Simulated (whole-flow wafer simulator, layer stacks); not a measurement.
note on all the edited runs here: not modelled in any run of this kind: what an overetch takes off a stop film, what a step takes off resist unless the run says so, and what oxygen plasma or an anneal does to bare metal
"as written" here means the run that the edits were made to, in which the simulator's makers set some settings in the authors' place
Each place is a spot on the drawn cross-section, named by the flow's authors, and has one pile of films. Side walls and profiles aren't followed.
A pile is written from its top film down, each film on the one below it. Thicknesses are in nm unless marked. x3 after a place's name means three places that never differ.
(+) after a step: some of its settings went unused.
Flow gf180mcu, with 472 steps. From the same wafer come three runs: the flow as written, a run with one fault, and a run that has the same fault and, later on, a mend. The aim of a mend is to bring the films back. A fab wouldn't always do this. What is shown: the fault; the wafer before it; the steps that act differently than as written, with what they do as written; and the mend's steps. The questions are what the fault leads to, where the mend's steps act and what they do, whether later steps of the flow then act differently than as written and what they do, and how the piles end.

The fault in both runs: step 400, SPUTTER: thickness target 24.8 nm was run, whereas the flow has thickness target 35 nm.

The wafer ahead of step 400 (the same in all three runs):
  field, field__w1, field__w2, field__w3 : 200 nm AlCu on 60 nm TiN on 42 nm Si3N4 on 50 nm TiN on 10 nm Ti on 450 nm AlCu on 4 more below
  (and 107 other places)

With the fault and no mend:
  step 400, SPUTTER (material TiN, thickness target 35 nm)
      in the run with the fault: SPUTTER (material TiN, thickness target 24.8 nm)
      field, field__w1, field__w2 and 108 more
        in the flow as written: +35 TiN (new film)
        in the run with the fault: +24.8 TiN (new film)
  Steps further on in the flow that do not act as written (not shown: 9 more steps that differ only slightly, by at most 2% or 0.5 nm, whichever is larger):
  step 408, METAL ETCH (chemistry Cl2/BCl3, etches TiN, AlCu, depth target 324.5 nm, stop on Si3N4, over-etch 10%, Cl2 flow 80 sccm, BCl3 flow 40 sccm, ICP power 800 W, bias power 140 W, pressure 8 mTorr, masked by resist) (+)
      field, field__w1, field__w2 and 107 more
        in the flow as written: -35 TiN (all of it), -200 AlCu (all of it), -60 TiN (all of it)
        in the run with the fault: -24.8 TiN (all of it), -200 AlCu (all of it), -60 TiN (all of it)
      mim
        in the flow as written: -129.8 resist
        in the run with the fault: -125.3 resist
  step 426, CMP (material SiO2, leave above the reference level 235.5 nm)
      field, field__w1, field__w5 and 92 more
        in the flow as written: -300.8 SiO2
        in the run with the fault: -311 SiO2
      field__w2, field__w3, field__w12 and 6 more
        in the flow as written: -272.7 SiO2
        in the run with the fault: -282.9 SiO2
  The piles end different from the flow's at mim by more than 2% or 0.5 nm, whichever is larger.
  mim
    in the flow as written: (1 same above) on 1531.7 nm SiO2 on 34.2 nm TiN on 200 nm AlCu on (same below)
    in the run with the fault: (1 same above) on 1531.7 nm SiO2 on 24 nm TiN on 200 nm AlCu on (same below)

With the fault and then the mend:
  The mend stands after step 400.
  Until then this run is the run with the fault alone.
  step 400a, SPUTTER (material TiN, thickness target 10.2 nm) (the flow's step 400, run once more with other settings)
      field, field__w1, field__w2 and 108 more
        +10.2 TiN
  Every later step of the flow that is run acts as written at every place that is followed.
  By the end, the piles equal the flow's at every place that both follow.
